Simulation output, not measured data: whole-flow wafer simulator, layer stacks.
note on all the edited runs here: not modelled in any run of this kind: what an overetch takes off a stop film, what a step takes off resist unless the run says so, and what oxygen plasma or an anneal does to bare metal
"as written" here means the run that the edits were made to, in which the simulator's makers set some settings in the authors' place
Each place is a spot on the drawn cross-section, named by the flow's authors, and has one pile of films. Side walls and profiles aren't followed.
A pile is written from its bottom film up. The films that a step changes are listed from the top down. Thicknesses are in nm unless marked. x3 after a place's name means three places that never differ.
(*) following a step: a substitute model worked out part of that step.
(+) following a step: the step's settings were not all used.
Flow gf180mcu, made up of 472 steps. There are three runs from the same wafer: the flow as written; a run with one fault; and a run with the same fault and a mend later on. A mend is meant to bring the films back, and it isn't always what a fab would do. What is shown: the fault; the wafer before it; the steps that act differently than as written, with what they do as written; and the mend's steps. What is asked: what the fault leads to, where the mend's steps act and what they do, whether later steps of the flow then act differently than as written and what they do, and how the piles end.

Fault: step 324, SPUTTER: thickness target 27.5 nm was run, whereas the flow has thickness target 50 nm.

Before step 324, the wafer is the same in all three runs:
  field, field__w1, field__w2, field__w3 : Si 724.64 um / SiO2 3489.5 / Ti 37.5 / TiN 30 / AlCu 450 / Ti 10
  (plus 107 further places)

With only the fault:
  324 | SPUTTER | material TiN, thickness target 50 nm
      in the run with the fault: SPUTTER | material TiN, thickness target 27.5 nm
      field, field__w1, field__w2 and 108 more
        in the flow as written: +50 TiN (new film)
        in the run with the fault: +27.5 TiN (new film)
  Steps later in the flow that act otherwise than as written (2 more steps, not shown, differ only slightly: by at most 2% or 0.5 nm, whichever is larger):
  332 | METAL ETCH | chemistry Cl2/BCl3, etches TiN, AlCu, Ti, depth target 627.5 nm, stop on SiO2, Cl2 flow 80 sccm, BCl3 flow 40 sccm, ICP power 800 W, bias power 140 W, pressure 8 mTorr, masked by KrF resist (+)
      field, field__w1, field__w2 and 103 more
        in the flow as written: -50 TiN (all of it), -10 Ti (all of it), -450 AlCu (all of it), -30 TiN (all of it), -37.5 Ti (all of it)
        in the run with the fault: -27.5 TiN (all of it), -10 Ti (all of it), -450 AlCu (all of it), -30 TiN (all of it), -37.5 Ti (all of it)
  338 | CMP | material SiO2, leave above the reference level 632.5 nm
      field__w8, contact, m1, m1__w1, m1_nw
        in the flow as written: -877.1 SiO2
        in the run with the fault: -854.6 SiO2
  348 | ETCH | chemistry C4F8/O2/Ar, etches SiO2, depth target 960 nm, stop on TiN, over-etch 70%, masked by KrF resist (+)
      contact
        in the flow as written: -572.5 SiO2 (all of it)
        in the run with the fault: -595 SiO2 (all of it)
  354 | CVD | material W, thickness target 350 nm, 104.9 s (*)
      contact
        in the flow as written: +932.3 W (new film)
        in the run with the fault: +955 W (new film)
  The piles end different from the flow's at field__w8, contact, m1, m1__w1, m1_nw by more than 2% or 0.5 nm, whichever is larger.
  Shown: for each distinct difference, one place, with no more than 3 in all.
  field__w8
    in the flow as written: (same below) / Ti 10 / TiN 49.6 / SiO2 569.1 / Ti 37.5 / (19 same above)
    in the run with the fault: (same below) / Ti 10 / TiN 27.1 / SiO2 591.6 / Ti 37.5 / (19 same above)
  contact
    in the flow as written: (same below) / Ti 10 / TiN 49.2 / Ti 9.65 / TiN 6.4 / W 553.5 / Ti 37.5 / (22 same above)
    in the run with the fault: (same below) / Ti 10 / TiN 26.7 / Ti 9.53 / TiN 6.32 / W 576.2 / Ti 37.5 / (22 same above)

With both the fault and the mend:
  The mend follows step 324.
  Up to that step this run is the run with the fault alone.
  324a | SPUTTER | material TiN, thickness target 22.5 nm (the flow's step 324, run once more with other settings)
      field, field__w1, field__w2 and 108 more
        +22.5 TiN
  None of the later steps of the flow acts differently than as written at any place that is followed.
  At every place that both follow, the piles at the end match the flow's.
